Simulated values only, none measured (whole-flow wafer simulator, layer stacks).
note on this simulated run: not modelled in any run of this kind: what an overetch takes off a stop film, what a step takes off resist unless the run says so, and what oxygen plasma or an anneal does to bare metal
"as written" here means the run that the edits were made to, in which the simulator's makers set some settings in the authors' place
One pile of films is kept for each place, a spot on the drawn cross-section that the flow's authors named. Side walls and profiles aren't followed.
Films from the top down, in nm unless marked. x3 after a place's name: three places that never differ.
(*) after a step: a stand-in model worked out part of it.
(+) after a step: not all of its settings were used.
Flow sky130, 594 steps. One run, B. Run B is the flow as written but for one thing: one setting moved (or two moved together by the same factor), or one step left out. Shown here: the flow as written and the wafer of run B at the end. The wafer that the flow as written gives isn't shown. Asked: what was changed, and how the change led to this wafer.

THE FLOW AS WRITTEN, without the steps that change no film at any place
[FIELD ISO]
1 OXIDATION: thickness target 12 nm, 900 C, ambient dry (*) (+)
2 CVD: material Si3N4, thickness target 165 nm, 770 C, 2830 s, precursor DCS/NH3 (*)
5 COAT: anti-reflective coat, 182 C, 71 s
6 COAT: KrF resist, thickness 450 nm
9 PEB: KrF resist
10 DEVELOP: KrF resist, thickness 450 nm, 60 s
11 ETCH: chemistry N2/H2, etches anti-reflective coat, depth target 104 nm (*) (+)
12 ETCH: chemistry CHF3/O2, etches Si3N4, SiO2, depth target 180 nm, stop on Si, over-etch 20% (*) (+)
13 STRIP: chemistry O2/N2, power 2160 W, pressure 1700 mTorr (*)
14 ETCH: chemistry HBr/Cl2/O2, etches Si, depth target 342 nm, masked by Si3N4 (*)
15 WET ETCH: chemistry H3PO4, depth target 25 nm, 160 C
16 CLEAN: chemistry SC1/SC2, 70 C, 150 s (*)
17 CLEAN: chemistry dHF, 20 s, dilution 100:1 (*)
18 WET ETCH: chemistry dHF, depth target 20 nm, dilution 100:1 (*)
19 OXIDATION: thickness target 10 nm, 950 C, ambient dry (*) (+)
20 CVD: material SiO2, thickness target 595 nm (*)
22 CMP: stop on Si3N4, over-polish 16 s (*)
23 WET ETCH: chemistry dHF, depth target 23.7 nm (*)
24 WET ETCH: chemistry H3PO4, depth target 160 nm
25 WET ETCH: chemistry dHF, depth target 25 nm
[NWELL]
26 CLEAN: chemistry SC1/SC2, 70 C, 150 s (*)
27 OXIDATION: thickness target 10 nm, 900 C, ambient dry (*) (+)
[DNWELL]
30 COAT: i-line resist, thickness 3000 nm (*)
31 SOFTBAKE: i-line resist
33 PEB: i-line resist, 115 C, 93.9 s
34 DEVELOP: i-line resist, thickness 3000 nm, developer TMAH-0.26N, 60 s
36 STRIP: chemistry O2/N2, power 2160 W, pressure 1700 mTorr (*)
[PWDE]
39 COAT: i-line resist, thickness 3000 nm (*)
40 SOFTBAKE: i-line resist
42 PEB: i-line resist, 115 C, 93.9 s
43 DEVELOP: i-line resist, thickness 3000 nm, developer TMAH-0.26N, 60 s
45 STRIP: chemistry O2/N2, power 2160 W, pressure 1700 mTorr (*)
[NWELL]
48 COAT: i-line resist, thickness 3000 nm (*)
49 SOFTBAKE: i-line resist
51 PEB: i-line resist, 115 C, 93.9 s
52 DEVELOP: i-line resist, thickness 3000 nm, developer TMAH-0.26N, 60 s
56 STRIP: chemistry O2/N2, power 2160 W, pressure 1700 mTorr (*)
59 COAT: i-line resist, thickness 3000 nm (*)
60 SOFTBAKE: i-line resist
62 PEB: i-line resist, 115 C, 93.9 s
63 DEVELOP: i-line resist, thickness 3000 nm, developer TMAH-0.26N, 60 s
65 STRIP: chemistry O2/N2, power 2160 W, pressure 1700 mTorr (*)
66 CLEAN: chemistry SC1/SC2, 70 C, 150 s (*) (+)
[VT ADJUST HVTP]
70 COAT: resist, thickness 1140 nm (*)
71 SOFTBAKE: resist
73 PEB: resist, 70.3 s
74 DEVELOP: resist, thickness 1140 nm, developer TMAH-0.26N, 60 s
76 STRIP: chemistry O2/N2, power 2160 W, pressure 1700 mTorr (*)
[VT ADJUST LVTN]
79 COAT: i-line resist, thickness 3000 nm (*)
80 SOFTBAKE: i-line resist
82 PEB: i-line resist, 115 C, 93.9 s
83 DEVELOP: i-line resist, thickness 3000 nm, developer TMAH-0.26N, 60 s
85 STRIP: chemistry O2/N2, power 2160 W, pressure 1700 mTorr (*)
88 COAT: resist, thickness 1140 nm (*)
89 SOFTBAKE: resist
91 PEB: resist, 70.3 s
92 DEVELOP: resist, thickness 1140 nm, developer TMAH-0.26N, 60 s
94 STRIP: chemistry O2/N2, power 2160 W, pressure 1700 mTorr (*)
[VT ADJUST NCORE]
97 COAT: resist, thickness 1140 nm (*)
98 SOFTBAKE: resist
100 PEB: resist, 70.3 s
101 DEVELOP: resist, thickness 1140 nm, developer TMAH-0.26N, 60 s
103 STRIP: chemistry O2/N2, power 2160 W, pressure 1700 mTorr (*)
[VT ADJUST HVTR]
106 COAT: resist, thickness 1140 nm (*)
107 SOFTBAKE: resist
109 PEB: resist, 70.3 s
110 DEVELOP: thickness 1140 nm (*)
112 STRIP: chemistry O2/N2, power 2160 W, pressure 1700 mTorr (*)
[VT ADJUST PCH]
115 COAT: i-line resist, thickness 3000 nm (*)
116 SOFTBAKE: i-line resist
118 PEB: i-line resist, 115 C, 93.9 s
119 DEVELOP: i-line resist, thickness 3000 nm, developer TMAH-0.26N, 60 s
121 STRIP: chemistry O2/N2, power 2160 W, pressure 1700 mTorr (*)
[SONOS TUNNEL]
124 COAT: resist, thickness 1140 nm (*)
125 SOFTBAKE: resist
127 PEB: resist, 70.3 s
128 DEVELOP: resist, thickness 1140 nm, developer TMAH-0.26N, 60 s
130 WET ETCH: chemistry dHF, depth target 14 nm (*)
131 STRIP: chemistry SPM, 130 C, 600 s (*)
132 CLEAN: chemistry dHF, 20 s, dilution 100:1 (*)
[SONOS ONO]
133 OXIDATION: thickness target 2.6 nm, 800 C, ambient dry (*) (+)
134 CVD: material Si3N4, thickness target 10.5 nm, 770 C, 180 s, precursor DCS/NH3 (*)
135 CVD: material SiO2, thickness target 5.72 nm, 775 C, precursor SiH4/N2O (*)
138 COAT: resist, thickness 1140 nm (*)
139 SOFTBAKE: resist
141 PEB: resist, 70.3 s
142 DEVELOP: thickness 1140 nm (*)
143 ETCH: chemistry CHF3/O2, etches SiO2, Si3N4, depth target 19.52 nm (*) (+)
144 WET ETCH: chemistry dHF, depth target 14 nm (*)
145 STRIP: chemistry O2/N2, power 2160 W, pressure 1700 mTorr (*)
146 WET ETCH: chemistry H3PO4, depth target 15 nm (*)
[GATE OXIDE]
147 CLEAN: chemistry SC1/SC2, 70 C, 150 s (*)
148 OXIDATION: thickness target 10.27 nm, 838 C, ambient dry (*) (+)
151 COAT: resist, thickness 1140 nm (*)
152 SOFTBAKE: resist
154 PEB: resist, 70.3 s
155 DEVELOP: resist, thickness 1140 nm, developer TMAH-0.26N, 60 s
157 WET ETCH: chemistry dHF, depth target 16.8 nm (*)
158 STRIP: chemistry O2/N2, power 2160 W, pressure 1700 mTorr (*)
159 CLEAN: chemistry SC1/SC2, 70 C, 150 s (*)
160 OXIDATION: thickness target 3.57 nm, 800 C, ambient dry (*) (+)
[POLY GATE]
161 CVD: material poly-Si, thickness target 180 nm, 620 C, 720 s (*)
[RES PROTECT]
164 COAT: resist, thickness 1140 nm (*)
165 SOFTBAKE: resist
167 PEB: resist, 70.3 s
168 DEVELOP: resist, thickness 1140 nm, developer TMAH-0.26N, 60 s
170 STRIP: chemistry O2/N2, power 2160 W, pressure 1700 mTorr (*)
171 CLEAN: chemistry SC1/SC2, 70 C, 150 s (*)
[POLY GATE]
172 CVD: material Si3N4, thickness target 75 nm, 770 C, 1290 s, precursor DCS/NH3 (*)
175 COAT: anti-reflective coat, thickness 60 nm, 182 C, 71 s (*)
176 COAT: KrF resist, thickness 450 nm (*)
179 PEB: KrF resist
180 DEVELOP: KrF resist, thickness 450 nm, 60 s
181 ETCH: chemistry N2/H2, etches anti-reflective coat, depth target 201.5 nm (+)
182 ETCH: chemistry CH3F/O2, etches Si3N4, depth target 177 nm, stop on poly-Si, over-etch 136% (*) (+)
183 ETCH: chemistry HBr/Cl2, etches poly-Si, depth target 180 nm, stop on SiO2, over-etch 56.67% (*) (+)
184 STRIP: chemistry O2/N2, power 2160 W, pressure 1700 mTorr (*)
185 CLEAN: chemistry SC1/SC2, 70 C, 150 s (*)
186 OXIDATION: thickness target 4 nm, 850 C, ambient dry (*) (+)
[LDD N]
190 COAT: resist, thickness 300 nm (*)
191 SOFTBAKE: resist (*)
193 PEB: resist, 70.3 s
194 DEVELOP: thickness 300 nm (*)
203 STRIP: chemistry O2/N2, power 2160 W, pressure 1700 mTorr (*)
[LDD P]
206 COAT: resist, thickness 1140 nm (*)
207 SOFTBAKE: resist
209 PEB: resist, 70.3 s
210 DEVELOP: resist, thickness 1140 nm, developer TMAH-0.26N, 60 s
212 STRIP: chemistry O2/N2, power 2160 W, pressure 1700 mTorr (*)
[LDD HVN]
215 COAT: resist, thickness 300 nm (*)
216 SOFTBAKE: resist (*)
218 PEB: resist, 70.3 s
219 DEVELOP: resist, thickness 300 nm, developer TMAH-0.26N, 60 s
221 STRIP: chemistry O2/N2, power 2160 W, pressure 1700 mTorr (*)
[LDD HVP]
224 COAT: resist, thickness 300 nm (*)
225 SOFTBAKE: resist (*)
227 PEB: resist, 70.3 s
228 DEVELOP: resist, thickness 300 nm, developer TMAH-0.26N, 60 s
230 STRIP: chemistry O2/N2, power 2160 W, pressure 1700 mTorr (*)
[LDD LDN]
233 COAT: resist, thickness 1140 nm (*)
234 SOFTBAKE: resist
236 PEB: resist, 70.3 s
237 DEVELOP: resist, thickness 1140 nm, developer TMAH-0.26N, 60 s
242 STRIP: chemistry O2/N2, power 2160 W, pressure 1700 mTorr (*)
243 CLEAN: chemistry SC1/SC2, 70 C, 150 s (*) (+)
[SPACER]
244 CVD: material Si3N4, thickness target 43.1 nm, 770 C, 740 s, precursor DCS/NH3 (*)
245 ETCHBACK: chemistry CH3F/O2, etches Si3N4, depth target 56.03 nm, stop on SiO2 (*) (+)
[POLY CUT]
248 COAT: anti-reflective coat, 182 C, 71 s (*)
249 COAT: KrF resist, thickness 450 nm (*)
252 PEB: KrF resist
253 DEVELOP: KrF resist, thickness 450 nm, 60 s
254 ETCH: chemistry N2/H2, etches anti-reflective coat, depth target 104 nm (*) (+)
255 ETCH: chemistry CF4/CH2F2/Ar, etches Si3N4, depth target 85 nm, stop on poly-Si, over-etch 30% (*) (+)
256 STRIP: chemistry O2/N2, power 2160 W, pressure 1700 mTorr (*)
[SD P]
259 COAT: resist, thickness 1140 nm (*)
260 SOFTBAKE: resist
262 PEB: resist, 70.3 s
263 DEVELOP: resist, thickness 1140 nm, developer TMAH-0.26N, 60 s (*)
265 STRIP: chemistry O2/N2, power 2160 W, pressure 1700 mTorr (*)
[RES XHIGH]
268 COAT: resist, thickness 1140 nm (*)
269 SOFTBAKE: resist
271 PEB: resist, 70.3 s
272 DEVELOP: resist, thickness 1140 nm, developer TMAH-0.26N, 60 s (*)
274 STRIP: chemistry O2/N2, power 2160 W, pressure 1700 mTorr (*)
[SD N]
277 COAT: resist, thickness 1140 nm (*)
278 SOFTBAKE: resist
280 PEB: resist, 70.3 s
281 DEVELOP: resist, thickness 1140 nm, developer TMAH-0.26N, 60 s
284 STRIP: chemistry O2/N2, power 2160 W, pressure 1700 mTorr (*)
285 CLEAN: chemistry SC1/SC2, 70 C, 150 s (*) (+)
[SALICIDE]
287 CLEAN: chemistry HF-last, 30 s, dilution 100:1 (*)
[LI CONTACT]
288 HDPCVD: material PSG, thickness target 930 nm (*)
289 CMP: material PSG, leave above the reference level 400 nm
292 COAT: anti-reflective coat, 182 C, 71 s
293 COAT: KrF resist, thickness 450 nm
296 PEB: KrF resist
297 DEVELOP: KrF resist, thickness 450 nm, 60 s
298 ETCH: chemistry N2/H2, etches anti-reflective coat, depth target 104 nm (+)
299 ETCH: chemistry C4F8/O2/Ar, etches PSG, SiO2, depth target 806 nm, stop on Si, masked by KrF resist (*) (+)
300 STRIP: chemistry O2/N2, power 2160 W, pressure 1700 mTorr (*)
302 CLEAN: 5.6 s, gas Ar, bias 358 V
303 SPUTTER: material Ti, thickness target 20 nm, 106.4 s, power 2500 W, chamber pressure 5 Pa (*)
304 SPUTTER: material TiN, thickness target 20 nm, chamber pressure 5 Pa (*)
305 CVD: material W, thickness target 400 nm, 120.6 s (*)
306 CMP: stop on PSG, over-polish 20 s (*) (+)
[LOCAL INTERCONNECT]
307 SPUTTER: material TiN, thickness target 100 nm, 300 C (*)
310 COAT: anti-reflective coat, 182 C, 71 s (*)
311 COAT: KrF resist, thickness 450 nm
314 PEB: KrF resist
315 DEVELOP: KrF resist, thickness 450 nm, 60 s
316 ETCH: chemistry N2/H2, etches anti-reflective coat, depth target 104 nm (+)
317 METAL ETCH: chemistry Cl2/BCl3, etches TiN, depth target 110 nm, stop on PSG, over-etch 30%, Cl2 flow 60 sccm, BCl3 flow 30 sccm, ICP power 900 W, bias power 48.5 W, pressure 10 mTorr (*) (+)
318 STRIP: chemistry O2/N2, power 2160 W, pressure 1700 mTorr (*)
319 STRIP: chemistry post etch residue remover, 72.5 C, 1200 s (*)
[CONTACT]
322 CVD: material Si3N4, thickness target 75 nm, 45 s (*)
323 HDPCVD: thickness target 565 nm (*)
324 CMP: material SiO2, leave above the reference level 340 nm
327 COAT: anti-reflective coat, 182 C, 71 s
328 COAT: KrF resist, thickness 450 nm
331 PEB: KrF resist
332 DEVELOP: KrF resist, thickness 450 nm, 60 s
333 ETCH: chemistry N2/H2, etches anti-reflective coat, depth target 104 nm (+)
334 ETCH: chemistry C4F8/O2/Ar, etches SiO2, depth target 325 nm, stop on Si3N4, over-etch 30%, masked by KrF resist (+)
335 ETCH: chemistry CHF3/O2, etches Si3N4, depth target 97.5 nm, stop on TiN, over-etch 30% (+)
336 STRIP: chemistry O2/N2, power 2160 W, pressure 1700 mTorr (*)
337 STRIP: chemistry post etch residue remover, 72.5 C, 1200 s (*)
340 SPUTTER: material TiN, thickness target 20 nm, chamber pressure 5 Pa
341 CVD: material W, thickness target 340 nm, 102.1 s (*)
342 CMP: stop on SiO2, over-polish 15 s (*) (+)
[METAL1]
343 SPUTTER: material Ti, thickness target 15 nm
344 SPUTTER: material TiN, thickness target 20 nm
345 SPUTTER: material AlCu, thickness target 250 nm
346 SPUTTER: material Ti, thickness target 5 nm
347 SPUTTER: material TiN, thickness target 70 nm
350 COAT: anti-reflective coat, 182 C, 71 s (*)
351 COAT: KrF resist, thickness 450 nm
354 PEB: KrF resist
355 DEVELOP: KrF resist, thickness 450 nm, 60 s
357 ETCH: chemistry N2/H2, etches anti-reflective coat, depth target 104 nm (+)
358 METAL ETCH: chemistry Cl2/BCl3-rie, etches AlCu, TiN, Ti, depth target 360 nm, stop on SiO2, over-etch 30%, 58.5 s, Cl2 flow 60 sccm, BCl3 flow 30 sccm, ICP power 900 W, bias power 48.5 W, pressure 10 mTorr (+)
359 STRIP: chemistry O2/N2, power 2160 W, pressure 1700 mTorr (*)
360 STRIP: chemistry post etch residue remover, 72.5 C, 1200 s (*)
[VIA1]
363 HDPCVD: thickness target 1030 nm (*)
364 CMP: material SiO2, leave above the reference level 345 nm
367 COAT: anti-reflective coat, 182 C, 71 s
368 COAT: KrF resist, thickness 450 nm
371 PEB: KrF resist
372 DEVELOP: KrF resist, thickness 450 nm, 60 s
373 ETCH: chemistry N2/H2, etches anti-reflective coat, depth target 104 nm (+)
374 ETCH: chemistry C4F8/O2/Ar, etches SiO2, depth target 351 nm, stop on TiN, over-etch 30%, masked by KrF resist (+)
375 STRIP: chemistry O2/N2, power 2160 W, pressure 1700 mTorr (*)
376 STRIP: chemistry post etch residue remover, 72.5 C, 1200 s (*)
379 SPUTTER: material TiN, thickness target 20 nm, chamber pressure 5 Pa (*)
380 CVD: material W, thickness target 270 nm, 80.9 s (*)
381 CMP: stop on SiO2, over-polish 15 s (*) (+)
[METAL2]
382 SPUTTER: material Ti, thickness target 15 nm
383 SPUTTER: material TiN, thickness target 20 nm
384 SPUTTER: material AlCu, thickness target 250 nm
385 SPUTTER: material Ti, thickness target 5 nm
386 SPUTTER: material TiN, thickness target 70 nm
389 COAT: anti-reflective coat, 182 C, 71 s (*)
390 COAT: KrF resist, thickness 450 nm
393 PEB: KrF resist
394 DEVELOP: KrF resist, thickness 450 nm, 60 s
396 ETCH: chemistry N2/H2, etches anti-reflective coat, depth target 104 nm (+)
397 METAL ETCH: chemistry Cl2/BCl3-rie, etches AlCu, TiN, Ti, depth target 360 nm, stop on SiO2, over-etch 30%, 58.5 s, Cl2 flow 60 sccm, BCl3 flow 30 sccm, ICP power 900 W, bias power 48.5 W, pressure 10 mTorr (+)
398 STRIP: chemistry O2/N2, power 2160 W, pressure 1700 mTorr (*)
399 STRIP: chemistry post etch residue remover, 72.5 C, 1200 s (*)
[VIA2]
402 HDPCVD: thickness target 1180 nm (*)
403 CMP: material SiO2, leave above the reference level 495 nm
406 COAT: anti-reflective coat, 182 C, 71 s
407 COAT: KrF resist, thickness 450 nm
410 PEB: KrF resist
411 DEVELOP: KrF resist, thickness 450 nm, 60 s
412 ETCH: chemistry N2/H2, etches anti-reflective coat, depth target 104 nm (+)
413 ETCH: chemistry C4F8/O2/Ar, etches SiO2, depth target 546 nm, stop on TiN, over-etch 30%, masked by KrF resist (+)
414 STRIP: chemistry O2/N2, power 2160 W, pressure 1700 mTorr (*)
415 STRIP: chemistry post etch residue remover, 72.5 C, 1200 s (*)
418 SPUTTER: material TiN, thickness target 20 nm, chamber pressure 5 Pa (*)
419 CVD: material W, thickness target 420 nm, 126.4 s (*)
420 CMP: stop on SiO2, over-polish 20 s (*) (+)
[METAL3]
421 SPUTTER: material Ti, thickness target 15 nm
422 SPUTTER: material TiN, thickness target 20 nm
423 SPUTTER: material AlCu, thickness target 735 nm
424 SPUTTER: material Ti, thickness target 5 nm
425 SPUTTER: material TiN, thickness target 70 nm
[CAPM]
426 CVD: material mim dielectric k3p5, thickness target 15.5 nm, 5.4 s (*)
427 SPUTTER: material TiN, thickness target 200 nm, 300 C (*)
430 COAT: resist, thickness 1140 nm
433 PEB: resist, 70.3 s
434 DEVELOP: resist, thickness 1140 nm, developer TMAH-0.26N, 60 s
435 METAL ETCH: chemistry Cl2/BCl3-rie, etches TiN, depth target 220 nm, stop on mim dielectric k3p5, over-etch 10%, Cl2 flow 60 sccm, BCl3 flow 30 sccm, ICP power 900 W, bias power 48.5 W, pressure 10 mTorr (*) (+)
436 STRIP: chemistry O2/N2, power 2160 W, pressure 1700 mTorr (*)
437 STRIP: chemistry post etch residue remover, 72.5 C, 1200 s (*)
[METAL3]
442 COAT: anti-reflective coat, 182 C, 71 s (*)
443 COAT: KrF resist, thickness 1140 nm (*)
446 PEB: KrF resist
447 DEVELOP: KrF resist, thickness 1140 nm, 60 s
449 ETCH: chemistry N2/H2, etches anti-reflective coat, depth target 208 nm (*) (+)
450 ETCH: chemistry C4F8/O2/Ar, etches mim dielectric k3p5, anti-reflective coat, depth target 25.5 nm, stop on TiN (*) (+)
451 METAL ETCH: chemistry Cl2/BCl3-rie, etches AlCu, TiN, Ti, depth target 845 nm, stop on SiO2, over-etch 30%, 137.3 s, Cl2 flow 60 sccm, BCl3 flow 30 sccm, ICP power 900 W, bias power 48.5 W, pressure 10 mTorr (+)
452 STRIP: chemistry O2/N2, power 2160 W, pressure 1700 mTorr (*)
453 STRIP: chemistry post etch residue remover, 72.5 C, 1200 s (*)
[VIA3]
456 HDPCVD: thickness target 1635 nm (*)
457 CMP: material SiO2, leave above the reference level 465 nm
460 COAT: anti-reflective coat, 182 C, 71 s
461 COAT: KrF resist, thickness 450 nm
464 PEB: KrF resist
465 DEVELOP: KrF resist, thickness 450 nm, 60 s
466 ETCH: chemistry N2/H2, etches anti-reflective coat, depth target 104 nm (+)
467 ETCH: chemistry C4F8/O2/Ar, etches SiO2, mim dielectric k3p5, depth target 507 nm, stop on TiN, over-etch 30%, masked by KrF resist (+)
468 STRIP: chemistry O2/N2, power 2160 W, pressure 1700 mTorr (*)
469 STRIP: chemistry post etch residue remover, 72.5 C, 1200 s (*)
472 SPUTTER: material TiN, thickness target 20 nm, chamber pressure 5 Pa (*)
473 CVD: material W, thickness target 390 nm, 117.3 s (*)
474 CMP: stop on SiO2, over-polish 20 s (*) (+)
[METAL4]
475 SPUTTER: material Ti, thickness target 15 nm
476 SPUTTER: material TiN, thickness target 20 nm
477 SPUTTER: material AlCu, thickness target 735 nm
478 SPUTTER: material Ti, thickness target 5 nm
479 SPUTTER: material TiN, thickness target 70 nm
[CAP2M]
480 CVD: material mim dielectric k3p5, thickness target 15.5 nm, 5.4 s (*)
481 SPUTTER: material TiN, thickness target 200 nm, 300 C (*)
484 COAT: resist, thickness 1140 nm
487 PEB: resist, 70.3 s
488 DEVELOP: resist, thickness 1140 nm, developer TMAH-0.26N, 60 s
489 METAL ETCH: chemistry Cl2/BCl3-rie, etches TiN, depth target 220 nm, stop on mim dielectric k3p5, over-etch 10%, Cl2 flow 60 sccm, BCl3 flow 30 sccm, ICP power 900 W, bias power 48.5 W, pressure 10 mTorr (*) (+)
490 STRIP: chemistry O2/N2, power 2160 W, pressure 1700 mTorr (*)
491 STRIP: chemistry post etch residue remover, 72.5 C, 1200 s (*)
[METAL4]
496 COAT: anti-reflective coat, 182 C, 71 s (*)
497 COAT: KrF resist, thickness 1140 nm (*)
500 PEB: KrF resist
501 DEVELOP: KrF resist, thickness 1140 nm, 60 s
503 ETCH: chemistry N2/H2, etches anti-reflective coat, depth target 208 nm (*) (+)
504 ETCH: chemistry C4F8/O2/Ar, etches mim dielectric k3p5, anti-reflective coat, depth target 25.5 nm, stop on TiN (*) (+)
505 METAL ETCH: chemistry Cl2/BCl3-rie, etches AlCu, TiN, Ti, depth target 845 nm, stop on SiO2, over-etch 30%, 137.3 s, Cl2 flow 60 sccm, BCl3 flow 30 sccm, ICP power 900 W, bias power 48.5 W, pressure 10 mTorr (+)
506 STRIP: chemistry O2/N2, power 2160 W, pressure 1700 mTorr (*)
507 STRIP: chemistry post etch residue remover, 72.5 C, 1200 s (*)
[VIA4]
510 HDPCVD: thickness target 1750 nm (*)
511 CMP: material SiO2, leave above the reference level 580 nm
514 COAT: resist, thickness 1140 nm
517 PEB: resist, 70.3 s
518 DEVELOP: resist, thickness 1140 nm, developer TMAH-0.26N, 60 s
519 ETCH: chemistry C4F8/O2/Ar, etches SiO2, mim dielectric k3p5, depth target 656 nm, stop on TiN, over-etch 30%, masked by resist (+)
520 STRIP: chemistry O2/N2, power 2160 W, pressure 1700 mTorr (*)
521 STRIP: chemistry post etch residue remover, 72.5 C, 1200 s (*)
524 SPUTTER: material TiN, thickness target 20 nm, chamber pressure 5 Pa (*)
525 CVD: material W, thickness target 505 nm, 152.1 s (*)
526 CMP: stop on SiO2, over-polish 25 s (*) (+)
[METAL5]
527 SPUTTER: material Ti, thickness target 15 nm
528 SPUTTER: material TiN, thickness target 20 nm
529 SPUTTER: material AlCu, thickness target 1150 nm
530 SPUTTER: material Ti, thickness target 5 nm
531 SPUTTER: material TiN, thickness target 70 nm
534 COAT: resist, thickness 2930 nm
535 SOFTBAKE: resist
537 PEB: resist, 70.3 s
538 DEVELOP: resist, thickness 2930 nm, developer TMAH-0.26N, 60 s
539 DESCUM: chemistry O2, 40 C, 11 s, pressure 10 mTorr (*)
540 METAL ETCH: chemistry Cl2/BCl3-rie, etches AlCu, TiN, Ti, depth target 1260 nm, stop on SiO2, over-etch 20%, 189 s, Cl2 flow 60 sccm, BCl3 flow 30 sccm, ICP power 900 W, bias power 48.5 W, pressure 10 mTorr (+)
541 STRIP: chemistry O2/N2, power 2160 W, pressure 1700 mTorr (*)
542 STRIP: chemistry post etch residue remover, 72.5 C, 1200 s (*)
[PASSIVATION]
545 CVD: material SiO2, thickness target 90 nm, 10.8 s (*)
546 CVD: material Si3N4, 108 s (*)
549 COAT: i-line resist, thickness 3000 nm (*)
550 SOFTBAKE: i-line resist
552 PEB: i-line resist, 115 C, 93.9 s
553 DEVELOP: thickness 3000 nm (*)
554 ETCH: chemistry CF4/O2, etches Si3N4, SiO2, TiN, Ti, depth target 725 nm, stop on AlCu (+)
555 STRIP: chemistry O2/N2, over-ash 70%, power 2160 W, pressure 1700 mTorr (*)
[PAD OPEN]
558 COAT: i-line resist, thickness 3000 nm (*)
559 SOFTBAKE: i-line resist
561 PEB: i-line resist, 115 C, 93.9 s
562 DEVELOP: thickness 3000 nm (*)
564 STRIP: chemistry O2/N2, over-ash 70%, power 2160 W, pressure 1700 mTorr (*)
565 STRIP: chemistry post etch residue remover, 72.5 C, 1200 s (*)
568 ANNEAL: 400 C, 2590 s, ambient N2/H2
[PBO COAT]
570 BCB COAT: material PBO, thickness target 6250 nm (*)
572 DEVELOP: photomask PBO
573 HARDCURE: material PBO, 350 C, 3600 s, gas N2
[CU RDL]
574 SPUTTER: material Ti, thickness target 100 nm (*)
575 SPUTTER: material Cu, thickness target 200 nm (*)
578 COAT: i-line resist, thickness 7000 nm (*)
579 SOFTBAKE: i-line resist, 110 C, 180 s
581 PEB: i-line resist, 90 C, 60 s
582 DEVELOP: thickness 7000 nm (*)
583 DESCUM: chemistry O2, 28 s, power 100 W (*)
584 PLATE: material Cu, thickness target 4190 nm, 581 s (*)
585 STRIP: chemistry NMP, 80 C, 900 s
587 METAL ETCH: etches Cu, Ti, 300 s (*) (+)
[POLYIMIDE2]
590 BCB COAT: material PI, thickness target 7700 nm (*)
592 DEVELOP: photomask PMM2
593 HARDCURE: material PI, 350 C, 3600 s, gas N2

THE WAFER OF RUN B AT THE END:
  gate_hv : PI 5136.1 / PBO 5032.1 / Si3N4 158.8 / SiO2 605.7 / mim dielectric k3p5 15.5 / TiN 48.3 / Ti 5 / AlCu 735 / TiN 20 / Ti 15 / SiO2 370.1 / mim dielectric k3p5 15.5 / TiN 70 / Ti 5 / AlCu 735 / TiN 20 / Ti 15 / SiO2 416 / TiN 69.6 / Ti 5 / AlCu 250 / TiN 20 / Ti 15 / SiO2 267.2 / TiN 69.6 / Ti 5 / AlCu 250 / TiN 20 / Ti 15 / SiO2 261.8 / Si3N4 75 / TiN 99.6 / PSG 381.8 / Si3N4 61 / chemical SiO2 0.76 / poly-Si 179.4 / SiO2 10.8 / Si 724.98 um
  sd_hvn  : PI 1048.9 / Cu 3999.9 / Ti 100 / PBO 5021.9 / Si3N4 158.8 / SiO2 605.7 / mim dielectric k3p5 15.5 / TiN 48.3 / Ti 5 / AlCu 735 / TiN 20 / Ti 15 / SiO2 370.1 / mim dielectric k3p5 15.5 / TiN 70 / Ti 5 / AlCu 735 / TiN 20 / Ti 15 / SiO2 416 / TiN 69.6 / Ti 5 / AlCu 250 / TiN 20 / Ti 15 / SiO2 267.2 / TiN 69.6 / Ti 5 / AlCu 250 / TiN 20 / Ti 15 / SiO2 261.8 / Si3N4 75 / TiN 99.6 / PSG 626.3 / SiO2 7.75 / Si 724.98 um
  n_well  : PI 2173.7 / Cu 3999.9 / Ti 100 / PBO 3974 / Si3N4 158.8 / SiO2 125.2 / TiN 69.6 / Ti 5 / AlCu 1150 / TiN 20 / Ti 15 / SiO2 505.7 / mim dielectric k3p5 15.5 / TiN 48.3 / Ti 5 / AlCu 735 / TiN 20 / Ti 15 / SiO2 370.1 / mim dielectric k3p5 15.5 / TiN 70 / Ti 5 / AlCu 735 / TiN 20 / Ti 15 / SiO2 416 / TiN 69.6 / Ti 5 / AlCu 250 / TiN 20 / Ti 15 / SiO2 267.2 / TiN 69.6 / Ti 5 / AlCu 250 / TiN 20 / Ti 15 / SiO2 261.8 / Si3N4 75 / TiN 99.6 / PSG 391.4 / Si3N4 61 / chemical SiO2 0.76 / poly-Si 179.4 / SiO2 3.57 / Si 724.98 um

The cause: step 479, SPUTTER: thickness target 48.3 nm was run, where the flow has thickness target 70 nm.
It can be read off the wafer: gate_hv has TiN 48.3, and step 479 as written asks for 70 nm.

How the change led to this, step by step:
  479 SPUTTER: material TiN, thickness target 70 nm
      field, active, n_well and 189 more: TiN +48.3 (new film) (as written it would be: TiN +70 (new film))
  505 METAL ETCH: chemistry Cl2/BCl3-rie, etches AlCu, TiN, Ti, depth target 845 nm, stop on SiO2, over-etch 30%, 137.3 s, Cl2 flow 60 sccm, BCl3 flow 30 sccm, ICP power 900 W, bias power 48.5 W, pressure 10 mTorr (+)
      field, gate, spacer and 68 more: TiN -48.3 (all of it), Ti -5 (all of it), AlCu -735 (all of it), TiN -20 (all of it), Ti -15 (all of it), SiO2 -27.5 (as written it would be: TiN -70 (all of it), Ti -5 (all of it), AlCu -735 (all of it), TiN -20 (all of it), Ti -15 (all of it), SiO2 -25.4)
      active, vpp_iso1, mim_edge_plate and 14 more: TiN -48.3 (all of it), Ti -5 (all of it), AlCu -735 (all of it), TiN -20 (all of it), Ti -15 (all of it), SiO2 -27.5 (as written it would be: TiN -70 (all of it), Ti -5 (all of it), AlCu -735 (all of it), TiN -20 (all of it), Ti -15 (all of it), SiO2 -25.3)
  519 ETCH: chemistry C4F8/O2/Ar, etches SiO2, mim dielectric k3p5, depth target 656 nm, stop on TiN, over-etch 30%, masked by resist (+)
      m1: SiO2 -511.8 (all of it), mim dielectric k3p5 -15.5 (all of it) (as written it would be: SiO2 -490.1 (all of it), mim dielectric k3p5 -15.5 (all of it))
      via4_hole: SiO2 -511.2 (all of it), mim dielectric k3p5 -15.5 (all of it) (as written it would be: SiO2 -489.5 (all of it), mim dielectric k3p5 -15.5 (all of it))
  525 CVD: material W, thickness target 505 nm, 152.1 s (*)
      m1: W +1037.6 (new film) (as written it would be: W +1015.8 (new film))
      via4_hole: W +1037 (new film) (as written it would be: W +1015.2 (new film))
